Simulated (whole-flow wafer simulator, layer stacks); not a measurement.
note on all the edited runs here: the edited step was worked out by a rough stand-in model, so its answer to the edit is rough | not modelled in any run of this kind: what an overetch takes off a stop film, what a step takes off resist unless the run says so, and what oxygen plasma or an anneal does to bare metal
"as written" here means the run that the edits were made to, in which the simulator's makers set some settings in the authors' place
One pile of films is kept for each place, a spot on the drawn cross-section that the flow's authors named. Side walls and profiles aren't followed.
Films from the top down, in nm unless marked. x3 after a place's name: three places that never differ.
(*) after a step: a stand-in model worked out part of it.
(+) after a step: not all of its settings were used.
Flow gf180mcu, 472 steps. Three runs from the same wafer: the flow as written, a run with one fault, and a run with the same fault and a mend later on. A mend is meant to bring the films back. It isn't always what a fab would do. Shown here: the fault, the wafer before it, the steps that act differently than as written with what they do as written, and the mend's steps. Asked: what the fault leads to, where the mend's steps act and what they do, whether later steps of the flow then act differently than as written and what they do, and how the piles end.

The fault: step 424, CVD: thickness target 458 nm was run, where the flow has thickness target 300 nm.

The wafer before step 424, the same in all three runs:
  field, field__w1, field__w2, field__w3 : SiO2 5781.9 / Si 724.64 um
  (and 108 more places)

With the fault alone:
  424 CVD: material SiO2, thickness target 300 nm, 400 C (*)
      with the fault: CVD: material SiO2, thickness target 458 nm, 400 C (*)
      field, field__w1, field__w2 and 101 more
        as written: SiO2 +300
        with the fault: SiO2 +458
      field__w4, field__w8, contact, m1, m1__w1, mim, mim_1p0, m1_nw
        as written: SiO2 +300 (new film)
        with the fault: SiO2 +458 (new film)
  Later steps of the flow that act differently than as written (1 more step differs only slightly, by at most 2% or 0.5 nm, whichever is larger, and isn't shown):
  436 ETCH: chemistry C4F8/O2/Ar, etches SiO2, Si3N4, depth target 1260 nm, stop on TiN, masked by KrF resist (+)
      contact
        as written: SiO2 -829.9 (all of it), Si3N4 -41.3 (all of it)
        with the fault: SiO2 -987.9 (all of it), Si3N4 -41.3 (all of it)
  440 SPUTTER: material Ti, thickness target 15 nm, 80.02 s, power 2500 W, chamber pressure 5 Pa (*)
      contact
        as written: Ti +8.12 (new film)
        with the fault: Ti +7.42 (new film)
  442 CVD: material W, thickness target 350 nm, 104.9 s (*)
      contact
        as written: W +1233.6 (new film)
        with the fault: W +1392.7 (new film)
  At the end the piles differ from the flow's by more than 2% or 0.5 nm, whichever is larger, at field__w4, field__w8, gate and 34 more.
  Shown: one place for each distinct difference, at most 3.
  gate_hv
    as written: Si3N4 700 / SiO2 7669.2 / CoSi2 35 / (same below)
    with the fault: Si3N4 700 / SiO2 7827.2 / CoSi2 35 / (same below)
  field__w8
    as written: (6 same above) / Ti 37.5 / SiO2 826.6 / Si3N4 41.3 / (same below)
    with the fault: (6 same above) / Ti 37.5 / SiO2 984.6 / Si3N4 41.3 / (same below)
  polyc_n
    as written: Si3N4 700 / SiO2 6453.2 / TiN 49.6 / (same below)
    with the fault: Si3N4 700 / SiO2 6611.2 / TiN 49.6 / (same below)

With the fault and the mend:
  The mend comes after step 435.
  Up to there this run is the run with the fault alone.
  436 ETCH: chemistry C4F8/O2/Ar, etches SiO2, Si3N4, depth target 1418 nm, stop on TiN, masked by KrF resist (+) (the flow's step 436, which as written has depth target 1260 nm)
      field, field__w1, field__w2 and 108 more
        KrF resist -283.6
      contact
        SiO2 -987.9 (all of it), Si3N4 -41.3 (all of it)
  Later steps of the flow that act differently than as written (1 more step differs only slightly, by at most 2% or 0.5 nm, whichever is larger, and isn't shown):
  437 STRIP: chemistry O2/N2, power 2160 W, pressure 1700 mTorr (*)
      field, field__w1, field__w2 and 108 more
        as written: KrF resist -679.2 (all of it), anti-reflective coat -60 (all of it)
        with the mend: KrF resist -647.6 (all of it), anti-reflective coat -60 (all of it)
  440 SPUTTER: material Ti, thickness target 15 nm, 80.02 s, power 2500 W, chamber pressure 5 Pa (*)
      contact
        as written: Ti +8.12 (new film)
        with the mend: Ti +7.42 (new film)
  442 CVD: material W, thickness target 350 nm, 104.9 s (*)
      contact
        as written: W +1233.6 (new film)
        with the mend: W +1392.7 (new film)
  At the end the piles differ from the flow's by more than 2% or 0.5 nm, whichever is larger, at field__w4, field__w8, gate and 34 more.
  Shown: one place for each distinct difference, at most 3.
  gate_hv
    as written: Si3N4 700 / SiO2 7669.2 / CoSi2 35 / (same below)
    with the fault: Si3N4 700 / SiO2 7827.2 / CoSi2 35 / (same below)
    with the mend: Si3N4 700 / SiO2 7827.2 / CoSi2 35 / (same below)
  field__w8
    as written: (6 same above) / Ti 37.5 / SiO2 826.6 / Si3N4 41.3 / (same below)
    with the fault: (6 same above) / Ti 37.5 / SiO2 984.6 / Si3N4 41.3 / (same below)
    with the mend: (6 same above) / Ti 37.5 / SiO2 984.6 / Si3N4 41.3 / (same below)
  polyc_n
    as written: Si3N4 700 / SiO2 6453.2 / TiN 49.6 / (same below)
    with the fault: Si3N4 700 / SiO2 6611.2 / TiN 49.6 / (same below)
    with the mend: Si3N4 700 / SiO2 6611.2 / TiN 49.6 / (same below)
